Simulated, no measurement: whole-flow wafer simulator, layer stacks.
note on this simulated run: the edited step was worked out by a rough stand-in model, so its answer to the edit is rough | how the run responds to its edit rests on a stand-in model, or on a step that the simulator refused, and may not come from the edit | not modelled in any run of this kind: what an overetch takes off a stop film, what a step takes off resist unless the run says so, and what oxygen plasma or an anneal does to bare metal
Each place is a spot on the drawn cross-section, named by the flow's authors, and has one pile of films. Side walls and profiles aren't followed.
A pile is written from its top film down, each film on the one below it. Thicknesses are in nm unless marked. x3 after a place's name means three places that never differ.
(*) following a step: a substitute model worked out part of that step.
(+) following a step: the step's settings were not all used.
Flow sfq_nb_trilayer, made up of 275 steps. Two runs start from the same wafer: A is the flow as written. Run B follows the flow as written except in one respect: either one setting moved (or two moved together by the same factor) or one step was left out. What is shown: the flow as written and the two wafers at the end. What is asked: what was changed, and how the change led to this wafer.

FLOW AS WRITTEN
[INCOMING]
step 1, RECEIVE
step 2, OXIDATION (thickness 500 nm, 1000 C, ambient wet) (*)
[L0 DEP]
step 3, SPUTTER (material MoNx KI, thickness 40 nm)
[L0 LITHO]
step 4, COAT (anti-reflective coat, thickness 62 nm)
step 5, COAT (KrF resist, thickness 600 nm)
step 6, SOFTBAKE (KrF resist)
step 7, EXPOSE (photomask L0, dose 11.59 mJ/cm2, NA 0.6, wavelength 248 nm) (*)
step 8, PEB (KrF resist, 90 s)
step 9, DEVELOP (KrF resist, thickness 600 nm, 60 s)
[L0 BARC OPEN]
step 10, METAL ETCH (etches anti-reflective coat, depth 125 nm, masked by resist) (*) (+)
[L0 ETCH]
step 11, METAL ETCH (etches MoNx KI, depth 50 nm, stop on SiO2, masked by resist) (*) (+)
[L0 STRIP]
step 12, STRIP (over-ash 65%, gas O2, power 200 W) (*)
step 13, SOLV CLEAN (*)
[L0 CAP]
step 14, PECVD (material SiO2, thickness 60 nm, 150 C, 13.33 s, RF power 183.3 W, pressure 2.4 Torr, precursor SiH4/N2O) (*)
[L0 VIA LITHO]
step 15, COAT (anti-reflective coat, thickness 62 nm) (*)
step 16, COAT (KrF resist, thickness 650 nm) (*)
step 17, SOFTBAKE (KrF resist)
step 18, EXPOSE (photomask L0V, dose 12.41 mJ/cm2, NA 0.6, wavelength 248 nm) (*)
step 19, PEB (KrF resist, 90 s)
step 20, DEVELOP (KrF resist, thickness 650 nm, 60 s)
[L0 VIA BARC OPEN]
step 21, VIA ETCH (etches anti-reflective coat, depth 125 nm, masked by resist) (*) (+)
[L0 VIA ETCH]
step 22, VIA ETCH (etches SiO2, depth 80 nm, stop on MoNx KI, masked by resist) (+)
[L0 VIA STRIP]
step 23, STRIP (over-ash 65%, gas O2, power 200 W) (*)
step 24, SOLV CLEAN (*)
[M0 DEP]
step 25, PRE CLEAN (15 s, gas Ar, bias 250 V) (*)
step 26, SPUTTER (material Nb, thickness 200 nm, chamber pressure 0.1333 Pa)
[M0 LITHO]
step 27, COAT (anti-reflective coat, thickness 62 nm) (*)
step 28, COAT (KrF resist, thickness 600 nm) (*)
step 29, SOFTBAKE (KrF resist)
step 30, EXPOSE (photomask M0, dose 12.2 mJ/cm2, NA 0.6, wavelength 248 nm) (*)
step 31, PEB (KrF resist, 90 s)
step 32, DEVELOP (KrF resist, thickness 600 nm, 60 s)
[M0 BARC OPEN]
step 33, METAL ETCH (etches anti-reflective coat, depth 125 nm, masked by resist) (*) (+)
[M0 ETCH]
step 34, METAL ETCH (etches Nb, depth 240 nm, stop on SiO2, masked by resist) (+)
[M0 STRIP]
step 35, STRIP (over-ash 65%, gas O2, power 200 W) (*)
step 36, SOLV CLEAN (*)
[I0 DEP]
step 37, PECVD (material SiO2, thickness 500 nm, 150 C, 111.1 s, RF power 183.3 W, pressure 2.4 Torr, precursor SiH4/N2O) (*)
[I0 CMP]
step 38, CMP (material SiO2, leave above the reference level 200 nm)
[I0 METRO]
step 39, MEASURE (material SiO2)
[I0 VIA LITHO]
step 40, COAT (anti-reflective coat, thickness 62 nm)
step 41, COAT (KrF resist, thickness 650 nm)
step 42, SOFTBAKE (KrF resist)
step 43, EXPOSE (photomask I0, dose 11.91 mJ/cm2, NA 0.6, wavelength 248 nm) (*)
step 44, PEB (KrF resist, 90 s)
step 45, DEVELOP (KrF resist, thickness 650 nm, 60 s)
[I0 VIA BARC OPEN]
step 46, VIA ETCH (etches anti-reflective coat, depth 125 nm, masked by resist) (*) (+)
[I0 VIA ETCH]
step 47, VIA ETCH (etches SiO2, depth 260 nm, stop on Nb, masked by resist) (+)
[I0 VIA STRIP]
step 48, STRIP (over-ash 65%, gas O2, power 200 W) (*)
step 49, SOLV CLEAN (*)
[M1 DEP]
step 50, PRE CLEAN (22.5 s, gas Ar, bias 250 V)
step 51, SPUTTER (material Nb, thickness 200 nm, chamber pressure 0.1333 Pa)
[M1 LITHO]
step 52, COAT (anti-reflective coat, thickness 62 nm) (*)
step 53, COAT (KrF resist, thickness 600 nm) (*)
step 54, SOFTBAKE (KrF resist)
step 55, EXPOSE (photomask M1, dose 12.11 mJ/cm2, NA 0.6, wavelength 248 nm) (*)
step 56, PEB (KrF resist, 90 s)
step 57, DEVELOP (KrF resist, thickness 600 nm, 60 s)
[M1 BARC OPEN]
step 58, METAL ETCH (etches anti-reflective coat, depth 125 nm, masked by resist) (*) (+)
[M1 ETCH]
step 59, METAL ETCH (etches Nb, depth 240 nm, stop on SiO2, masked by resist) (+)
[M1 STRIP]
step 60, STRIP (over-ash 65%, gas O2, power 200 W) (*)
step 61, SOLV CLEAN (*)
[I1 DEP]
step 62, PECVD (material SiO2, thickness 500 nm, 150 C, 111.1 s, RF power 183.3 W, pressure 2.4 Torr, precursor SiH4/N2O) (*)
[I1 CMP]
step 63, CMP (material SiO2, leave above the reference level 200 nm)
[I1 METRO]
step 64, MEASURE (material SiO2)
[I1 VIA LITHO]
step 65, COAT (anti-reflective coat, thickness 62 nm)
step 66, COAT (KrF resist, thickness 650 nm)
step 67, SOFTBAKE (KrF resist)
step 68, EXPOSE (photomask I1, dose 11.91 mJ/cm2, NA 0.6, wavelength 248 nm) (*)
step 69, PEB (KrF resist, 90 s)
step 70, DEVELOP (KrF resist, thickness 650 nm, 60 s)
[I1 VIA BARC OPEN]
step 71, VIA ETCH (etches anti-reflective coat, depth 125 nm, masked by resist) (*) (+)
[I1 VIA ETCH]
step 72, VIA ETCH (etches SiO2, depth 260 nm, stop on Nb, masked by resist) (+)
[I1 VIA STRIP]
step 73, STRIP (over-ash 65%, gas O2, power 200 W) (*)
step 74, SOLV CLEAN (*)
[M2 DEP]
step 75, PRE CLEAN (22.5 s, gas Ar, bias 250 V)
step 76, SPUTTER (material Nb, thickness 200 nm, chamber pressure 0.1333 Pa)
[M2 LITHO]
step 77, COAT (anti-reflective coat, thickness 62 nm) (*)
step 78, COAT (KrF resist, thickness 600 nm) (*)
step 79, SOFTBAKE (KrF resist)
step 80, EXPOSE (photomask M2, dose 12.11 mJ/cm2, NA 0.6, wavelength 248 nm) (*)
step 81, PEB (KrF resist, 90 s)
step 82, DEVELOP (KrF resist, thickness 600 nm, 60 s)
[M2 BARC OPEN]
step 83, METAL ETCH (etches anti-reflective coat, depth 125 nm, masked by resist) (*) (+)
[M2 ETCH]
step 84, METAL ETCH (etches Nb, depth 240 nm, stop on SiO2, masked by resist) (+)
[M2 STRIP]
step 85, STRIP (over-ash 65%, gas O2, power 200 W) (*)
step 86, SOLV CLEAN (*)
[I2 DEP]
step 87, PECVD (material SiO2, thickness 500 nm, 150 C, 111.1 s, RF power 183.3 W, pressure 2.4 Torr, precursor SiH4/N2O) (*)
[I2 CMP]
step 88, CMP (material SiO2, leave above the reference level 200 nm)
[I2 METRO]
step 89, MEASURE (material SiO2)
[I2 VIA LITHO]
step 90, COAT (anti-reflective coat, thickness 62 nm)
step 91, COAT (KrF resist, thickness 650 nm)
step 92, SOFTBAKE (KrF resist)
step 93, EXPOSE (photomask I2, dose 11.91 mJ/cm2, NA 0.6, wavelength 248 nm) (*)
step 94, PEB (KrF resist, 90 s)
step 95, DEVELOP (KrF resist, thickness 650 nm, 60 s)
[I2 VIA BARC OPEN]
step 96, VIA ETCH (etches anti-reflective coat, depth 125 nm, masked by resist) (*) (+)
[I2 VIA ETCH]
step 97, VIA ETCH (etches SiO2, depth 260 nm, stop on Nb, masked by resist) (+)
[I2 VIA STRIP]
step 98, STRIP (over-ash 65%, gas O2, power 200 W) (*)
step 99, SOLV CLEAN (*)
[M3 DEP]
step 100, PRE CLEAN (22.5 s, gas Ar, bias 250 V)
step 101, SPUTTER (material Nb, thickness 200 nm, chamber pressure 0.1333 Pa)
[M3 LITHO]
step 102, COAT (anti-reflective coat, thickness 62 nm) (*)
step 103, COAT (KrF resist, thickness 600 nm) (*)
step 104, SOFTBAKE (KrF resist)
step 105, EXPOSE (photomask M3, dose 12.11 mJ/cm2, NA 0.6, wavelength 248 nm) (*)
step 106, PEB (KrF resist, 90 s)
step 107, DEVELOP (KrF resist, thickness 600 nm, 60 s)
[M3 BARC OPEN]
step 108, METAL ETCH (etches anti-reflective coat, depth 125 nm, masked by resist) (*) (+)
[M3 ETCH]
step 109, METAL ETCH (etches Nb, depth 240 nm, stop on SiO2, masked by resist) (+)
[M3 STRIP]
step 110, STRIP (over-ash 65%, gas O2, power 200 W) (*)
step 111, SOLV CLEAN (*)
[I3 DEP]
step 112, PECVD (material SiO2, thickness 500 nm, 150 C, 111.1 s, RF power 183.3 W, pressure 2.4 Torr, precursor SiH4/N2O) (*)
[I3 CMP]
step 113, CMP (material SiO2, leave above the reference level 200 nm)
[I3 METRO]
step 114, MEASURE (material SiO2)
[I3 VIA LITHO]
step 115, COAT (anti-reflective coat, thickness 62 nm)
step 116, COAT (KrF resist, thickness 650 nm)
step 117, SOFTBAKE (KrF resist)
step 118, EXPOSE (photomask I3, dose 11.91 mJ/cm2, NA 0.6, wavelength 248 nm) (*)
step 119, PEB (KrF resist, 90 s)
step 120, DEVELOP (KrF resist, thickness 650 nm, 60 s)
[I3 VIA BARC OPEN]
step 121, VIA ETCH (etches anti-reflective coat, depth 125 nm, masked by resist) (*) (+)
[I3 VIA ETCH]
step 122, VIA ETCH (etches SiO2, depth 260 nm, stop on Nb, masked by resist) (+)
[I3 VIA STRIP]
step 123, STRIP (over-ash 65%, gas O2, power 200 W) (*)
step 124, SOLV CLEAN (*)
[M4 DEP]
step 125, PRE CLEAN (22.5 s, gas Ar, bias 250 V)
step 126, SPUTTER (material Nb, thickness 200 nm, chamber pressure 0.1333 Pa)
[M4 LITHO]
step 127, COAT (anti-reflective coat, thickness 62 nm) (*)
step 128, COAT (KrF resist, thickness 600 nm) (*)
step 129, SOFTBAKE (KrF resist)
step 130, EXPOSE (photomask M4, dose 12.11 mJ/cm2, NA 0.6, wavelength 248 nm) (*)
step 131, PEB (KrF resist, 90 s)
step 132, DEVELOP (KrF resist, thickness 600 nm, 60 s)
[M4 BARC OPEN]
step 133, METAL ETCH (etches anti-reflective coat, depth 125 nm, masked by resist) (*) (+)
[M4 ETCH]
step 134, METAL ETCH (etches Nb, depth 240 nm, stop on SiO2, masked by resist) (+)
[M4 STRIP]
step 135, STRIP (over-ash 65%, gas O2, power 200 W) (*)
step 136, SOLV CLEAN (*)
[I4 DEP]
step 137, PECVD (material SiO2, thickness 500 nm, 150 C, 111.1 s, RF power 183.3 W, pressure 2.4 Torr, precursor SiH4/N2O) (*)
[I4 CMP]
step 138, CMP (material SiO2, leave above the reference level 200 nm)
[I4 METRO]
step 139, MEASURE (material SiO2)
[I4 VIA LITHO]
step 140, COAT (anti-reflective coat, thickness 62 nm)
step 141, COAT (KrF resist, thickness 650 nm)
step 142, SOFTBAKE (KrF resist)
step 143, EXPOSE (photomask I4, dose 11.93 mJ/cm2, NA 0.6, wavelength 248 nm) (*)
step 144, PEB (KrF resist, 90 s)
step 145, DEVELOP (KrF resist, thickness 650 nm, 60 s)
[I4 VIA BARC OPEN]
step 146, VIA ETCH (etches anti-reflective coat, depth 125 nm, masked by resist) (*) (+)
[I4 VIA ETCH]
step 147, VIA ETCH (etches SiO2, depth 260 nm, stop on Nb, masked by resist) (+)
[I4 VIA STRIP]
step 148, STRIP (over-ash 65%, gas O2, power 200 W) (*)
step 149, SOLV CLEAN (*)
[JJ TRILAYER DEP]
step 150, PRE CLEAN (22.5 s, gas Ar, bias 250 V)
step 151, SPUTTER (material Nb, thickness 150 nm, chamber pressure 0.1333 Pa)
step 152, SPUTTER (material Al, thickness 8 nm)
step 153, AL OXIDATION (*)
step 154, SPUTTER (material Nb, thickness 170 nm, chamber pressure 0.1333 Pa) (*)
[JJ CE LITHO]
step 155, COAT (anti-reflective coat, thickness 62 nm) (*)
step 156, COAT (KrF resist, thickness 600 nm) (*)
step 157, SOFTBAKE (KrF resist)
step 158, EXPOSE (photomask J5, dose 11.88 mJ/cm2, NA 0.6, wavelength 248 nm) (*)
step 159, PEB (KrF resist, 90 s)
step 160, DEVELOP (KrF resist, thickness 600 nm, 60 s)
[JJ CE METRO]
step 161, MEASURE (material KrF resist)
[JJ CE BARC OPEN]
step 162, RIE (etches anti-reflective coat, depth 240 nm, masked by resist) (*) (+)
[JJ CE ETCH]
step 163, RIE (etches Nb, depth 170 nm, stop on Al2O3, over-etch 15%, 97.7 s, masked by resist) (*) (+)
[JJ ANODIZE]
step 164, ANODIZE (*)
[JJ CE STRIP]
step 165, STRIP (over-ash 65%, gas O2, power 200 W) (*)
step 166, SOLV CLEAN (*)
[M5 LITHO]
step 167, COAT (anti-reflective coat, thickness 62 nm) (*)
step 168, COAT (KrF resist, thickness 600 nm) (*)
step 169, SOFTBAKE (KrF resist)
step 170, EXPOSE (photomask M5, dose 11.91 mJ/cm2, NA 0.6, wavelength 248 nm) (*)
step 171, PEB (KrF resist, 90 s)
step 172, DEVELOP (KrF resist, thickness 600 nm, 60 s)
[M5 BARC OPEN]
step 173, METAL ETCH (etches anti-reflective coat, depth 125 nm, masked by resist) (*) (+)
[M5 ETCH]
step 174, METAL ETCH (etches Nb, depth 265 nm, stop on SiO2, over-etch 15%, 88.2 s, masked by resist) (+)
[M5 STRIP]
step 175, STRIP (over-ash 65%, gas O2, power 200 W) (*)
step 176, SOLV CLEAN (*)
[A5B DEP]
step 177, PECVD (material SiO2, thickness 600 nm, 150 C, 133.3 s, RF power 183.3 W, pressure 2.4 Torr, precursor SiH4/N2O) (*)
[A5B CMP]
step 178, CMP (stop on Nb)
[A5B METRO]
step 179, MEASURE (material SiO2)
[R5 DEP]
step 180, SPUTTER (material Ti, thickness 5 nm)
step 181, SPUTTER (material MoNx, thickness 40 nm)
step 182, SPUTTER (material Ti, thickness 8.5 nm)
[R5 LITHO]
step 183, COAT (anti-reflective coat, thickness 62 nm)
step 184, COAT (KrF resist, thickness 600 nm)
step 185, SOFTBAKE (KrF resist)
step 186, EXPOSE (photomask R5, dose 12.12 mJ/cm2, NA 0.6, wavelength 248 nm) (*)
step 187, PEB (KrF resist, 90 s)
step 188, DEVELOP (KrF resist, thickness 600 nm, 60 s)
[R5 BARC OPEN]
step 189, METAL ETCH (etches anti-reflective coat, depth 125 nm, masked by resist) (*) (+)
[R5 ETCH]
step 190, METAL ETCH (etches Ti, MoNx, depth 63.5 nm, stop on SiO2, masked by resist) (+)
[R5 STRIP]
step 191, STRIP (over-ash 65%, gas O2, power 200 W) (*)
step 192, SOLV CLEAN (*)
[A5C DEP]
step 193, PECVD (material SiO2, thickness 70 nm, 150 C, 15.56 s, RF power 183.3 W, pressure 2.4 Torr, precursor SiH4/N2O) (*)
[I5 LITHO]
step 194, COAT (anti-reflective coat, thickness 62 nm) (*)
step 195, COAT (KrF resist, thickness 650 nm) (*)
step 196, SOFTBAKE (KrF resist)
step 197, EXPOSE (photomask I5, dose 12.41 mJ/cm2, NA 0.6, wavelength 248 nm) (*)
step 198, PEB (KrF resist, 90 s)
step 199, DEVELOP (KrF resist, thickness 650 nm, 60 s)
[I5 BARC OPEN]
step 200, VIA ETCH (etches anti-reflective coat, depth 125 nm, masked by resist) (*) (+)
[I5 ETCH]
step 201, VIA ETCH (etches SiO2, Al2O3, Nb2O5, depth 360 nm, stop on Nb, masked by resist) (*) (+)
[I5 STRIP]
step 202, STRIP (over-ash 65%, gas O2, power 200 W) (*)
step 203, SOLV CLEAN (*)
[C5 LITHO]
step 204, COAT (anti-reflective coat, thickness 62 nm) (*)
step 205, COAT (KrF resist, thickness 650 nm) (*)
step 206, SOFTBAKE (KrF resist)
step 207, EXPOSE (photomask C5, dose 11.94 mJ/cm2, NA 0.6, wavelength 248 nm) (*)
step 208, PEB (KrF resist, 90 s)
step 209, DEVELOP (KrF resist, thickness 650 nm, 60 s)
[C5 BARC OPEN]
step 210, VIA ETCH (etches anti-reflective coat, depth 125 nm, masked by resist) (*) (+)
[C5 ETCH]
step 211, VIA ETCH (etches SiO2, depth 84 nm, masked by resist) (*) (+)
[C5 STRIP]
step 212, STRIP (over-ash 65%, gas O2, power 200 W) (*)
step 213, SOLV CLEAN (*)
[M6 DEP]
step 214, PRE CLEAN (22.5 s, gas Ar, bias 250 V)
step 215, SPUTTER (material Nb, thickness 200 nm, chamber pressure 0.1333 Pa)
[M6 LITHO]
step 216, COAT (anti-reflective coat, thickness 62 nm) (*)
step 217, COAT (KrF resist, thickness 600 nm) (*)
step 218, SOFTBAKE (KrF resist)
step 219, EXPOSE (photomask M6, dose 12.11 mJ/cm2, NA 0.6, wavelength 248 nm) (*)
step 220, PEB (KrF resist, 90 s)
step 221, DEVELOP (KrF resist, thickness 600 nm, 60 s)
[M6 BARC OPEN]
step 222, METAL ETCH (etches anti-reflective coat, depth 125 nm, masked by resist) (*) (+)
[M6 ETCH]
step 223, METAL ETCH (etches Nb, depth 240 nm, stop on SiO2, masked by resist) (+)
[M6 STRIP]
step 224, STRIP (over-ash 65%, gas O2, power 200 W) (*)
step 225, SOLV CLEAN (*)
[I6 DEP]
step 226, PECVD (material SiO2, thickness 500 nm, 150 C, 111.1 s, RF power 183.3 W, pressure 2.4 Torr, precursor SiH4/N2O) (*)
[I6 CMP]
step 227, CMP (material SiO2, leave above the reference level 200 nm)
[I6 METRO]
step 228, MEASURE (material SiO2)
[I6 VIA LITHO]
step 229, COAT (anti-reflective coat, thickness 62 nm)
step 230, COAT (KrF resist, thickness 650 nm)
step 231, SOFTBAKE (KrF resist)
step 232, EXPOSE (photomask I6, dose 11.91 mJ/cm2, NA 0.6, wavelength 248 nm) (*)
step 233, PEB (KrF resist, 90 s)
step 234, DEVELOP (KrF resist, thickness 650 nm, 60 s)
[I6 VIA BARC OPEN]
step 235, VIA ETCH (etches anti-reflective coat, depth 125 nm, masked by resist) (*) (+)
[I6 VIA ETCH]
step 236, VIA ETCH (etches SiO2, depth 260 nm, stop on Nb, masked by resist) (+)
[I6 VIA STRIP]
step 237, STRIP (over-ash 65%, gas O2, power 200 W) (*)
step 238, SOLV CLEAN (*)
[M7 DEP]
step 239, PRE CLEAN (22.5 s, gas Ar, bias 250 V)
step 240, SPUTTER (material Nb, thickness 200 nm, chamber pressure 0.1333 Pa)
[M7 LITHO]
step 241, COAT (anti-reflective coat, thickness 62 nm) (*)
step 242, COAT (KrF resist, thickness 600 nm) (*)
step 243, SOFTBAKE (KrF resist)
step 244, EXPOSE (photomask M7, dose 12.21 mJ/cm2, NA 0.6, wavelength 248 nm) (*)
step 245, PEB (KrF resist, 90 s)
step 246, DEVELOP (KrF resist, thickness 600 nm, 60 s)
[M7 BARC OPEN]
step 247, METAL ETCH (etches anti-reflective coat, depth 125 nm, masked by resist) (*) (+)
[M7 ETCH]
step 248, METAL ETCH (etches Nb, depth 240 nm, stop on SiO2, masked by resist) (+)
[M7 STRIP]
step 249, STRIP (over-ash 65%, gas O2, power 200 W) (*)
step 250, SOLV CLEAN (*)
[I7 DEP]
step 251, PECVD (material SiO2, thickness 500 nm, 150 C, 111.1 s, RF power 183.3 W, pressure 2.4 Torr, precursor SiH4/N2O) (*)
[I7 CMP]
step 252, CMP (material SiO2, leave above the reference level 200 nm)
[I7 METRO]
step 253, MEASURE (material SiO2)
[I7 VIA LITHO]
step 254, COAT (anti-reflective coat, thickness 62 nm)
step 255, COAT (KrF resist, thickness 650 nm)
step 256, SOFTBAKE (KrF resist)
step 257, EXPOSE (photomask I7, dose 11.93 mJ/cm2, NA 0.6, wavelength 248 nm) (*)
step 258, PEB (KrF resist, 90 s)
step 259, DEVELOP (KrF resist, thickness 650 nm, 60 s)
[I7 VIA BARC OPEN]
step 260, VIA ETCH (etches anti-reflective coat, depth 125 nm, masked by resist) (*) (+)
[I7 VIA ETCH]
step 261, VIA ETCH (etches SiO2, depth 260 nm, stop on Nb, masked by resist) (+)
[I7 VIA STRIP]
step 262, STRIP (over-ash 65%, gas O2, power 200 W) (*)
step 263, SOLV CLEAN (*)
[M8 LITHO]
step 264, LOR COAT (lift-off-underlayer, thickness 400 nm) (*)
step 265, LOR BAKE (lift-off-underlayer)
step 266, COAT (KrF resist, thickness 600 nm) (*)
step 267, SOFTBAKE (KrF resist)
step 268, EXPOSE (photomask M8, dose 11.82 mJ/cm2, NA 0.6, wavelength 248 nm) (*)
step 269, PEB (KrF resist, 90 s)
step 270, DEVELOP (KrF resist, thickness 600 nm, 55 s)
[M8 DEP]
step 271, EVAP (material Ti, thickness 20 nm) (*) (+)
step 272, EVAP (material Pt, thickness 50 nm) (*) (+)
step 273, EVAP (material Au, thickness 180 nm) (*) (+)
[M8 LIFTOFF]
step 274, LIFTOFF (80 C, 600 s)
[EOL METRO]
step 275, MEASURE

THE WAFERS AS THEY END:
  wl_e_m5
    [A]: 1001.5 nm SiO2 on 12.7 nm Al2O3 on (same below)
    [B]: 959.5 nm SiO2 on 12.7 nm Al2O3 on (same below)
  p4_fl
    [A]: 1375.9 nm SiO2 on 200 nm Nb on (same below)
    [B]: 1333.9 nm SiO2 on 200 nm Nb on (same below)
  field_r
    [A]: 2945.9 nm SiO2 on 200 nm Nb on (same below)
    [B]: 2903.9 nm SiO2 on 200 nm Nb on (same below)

Cause: step 193, PECVD: thickness 28 nm was run, while the flow as written has thickness 70 nm; step 193, PECVD: 6.222 s was run, where the flow has 15.56 s.

Step by step, how the change led to this:
  step 193, PECVD (material SiO2, thickness 70 nm, 150 C, 15.56 s, RF power 183.3 W, pressure 2.4 Torr, precursor SiH4/N2O) (*)
      field_l, v_sur, via_wl and 92 more: A SiO2 gains 70 | B SiO2 gains 28
      ce_l, c5j, ce_r and 8 more: A SiO2 gains 70 (new film) | B SiO2 gains 28 (new film)
  step 194, COAT (anti-reflective coat, thickness 62 nm) (*)
      r5r_spacepad_l, r5r_spacepad_r: A anti-reflective coat gains 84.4 (new film) | B anti-reflective coat gains 82.6 (new film)
      r5r_line_l: A anti-reflective coat gains 49.5 (new film) | B anti-reflective coat gains 48.1 (new film)
      (and at 2 other places as well)
  step 201, VIA ETCH (etches SiO2, Al2O3, Nb2O5, depth 360 nm, stop on Nb, masked by resist) (*) (+)
      be: A SiO2 loses 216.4 (all of it), Al2O3 loses 12.7 (all of it), Nb2O5 loses 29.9 (all of it) | B SiO2 loses 174.4 (all of it), Al2O3 loses 12.7 (all of it), Nb2O5 loses 29.9 (all of it)
  step 202, STRIP (over-ash 65%, gas O2, power 200 W) (*)
      r5r_spacepad_l, r5r_spacepad_r: A KrF resist loses 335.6 (all of it), anti-reflective coat loses 84.4 (all of it) | B KrF resist loses 336 (all of it), anti-reflective coat loses 82.6 (all of it)
      r5r_line_l: A KrF resist loses 317.5 (all of it), anti-reflective coat loses 49.5 (all of it) | B KrF resist loses 317.4 (all of it), anti-reflective coat loses 48.1 (all of it)
      (and at 2 other places as well)
  step 204, COAT (anti-reflective coat, thickness 62 nm) (*)
      r5r_spacepad_l, r5r_spacepad_r: A anti-reflective coat gains 84.4 (new film) | B anti-reflective coat gains 82.6 (new film)
      wire: A anti-reflective coat gains 47.4 (new film) | B anti-reflective coat gains 48.7 (new film)
      (and at 5 other places as well)
  step 205, COAT (KrF resist, thickness 650 nm) (*)
      be: A KrF resist gains 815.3 (new film) | B KrF resist gains 785.3 (new film)
  step 211, VIA ETCH (etches SiO2, depth 84 nm, masked by resist) (*) (+)
      field_l, v_sur, via_wl and 101 more: A KrF resist loses 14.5 | B KrF resist loses 7.2
      c5j: A SiO2 loses 69.9 (all of it), Nb loses 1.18 | B SiO2 loses 27.9 (all of it), Nb loses 1.16
      (and at 1 other place as well)
  step 212, STRIP (over-ash 65%, gas O2, power 200 W) (*)
      r5r_spacepad_l, r5r_spacepad_r: A KrF resist loses 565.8 (all of it), anti-reflective coat loses 84.4 (all of it) | B KrF resist loses 573.3 (all of it), anti-reflective coat loses 82.6 (all of it)
      wire: A KrF resist loses 555.8 (all of it), anti-reflective coat loses 47.4 (all of it) | B KrF resist loses 565.4 (all of it), anti-reflective coat loses 48.7 (all of it)
      (and at 5 other places as well)
  step 215, SPUTTER (material Nb, thickness 200 nm, chamber pressure 0.1333 Pa)
      be: A Nb gains 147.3 | B Nb gains 157
      c5j: A Nb gains 188.4 | B Nb gains 200
      (and at 1 other place as well)
  step 216, COAT (anti-reflective coat, thickness 62 nm) (*)
      wire: A anti-reflective coat gains 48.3 (new film) | B anti-reflective coat gains 49.5 (new film)
      be: A anti-reflective coat gains 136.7 (new film) | B anti-reflective coat gains 128.9 (new film)
      (and at 9 other places as well)
  step 217, COAT (KrF resist, thickness 600 nm) (*)
      be: A KrF resist gains 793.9 (new film) | B KrF resist gains 757.9 (new film)
      c5j: A KrF resist gains 636 (new film) | B KrF resist gains 618.6 (new film)
      (and at 1 other place as well)
  step 224, STRIP (over-ash 65%, gas O2, power 200 W) (*)
      wire: A KrF resist loses 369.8 (all of it), anti-reflective coat loses 48.3 (all of it) | B KrF resist loses 373.5 (all of it), anti-reflective coat loses 49.5 (all of it)
      be: A KrF resist loses 575.8 (all of it), anti-reflective coat loses 136.7 (all of it) | B KrF resist loses 539.9 (all of it), anti-reflective coat loses 128.9 (all of it)
      (and at 9 other places as well)
  step 226, PECVD (material SiO2, thickness 500 nm, 150 C, 111.1 s, RF power 183.3 W, pressure 2.4 Torr, precursor SiH4/N2O) (*)
      be: A SiO2 gains 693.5 (new film) | B SiO2 gains 641.8 (new film)
      c5j: A SiO2 gains 514.7 (new film) | B SiO2 gains 500 (new film)
  step 227, CMP (material SiO2, leave above the reference level 200 nm)
      c5j: A SiO2 loses 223 | B SiO2 loses 261.9
      res: A SiO2 loses 279.4 | B SiO2 loses 328.5
